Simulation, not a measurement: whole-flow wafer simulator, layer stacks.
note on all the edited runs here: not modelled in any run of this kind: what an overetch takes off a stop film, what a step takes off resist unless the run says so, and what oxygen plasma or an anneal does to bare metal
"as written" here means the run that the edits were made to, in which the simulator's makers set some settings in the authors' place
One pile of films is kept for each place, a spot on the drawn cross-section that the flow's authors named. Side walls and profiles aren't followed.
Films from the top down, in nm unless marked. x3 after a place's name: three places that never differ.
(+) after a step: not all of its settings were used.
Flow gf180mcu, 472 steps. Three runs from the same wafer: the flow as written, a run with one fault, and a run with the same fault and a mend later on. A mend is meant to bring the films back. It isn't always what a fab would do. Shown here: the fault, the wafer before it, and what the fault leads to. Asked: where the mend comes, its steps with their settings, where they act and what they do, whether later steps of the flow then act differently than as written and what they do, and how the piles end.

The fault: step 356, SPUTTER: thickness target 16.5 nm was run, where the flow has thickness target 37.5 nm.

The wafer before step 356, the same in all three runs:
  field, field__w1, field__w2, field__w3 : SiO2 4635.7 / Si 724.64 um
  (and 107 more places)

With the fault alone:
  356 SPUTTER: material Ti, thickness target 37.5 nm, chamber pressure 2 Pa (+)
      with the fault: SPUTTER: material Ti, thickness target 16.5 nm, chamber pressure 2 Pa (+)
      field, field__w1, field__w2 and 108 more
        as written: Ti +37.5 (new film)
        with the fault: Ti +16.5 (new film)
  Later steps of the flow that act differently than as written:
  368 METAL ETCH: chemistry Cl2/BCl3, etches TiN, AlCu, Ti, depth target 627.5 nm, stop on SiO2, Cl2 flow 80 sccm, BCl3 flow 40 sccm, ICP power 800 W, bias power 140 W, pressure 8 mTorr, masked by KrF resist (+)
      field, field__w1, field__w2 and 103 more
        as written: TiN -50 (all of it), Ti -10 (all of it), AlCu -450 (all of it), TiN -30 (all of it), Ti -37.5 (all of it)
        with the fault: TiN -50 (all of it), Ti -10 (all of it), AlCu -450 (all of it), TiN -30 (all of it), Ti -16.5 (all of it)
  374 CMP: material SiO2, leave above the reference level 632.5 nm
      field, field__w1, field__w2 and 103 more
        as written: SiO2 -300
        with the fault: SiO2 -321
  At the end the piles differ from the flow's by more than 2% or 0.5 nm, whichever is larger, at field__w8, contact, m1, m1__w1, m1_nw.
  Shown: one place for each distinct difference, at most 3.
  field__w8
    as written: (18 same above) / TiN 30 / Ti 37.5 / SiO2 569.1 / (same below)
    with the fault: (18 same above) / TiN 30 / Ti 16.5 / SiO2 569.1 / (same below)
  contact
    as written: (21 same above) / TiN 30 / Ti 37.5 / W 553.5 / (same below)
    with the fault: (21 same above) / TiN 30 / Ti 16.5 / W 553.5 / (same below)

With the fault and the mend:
  The mend comes after step 356.
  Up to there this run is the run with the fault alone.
  356a SPUTTER: material Ti, thickness target 21 nm, chamber pressure 2 Pa (+) (the flow's step 356 once more, with other settings)
      field, field__w1, field__w2 and 108 more
        Ti +21
  No later step of the flow acts differently than as written at any place that is followed.
  At the end the piles are the same as the flow's at every place that both follow.
